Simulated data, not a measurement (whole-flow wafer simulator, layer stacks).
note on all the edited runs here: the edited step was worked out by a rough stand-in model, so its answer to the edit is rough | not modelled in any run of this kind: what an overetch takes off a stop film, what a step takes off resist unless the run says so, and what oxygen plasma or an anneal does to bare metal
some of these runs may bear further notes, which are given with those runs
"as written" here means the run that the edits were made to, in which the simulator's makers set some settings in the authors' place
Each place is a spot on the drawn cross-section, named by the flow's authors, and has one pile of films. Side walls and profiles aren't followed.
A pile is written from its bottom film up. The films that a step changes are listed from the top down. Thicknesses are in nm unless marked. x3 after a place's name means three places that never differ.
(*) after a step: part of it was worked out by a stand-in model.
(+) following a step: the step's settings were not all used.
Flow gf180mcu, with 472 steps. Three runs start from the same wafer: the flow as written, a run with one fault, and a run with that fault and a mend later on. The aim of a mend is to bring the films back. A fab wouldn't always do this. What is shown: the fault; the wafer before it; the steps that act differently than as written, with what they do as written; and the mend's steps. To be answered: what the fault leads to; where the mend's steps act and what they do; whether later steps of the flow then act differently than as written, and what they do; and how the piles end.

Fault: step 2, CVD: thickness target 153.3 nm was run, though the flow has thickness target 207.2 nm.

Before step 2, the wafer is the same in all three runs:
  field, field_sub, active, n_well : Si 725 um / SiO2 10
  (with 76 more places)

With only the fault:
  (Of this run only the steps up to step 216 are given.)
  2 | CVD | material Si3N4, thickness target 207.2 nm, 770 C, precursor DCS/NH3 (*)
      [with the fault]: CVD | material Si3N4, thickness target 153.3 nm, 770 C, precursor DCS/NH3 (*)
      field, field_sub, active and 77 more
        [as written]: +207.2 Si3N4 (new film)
        [with the fault]: +153.3 Si3N4 (new film)
  Steps later in the flow that act otherwise than as written (29 more steps, not shown, differ only slightly: by at most 2% or 0.5 nm, whichever is larger):
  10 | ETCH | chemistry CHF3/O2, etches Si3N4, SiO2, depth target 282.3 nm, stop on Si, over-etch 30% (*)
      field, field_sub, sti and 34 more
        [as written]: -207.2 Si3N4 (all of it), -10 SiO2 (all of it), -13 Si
        [with the fault]: -153.3 Si3N4 (all of it), -10 SiO2 (all of it), -23.8 Si
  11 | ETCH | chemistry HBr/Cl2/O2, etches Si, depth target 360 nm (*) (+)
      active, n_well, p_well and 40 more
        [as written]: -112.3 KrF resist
        [with the fault]: -108.7 KrF resist
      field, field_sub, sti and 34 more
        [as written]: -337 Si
        [with the fault]: -326.2 Si
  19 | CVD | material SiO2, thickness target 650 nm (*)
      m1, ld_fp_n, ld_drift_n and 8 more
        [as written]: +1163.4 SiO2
        [with the fault]: +1109.5 SiO2
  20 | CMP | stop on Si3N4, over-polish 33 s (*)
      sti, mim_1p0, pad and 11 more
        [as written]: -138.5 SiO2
        [with the fault]: -192.3 SiO2
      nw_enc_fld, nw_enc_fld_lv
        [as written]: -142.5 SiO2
        [with the fault]: -196.4 SiO2
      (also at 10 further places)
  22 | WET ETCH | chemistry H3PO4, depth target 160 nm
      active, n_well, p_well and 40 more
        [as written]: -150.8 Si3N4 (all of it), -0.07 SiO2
        [with the fault]: -96.9 Si3N4 (all of it), -0.49 SiO2
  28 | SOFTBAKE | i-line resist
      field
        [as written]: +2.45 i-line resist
        [with the fault]: -1.41 i-line resist
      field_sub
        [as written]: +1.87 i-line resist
        [with the fault]: -1.11 i-line resist
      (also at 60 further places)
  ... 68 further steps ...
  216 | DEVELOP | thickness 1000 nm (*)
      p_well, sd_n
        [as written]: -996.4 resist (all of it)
        [with the fault]: -943.4 resist (all of it)
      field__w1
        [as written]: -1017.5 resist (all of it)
        [with the fault]: -1042.6 resist (all of it)
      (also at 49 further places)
  After step 216, at field, field__w1, field__w2 and 68 more, the piles differ from the flow's by more than 2% or 0.5 nm, whichever is larger.
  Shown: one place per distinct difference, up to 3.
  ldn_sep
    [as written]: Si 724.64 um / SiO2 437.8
    [with the fault]: Si 724.64 um / SiO2 384.3
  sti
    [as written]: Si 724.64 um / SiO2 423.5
    [with the fault]: Si 724.64 um / SiO2 370.1
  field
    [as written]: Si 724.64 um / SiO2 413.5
    [with the fault]: Si 724.64 um / SiO2 360.1

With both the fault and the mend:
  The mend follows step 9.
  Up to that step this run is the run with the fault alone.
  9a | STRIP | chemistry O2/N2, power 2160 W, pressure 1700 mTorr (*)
      active, n_well, p_well and 40 more
        -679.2 KrF resist (all of it)
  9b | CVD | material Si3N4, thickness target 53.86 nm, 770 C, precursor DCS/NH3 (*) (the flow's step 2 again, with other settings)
      field, field_sub, active and 77 more
        +53.9 Si3N4
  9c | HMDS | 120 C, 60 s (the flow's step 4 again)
      leaves every film unchanged at each place that is followed
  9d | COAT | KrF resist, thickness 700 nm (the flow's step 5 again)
      field, field_sub, active and 77 more
        +700 KrF resist (new film)
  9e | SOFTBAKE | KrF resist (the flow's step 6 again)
      leaves every film unchanged at each place that is followed
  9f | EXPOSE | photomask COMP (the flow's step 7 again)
      leaves every film unchanged at each place that is followed
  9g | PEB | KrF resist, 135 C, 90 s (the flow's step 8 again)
      field, field_sub, active and 77 more
        -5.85 KrF resist
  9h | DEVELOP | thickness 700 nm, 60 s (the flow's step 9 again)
      active, n_well, p_well and 40 more
        -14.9 KrF resist
      field, field_sub, sti and 34 more
        -694.2 KrF resist (all of it)
  Steps later in the flow that act otherwise than as written (5 more steps, not shown, differ only slightly: by at most 2% or 0.5 nm, whichever is larger):
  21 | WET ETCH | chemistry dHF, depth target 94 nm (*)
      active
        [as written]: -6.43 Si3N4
        [with the mend]: -4.54 Si3N4
  The piles end the same as the flow's at every place that both follow.
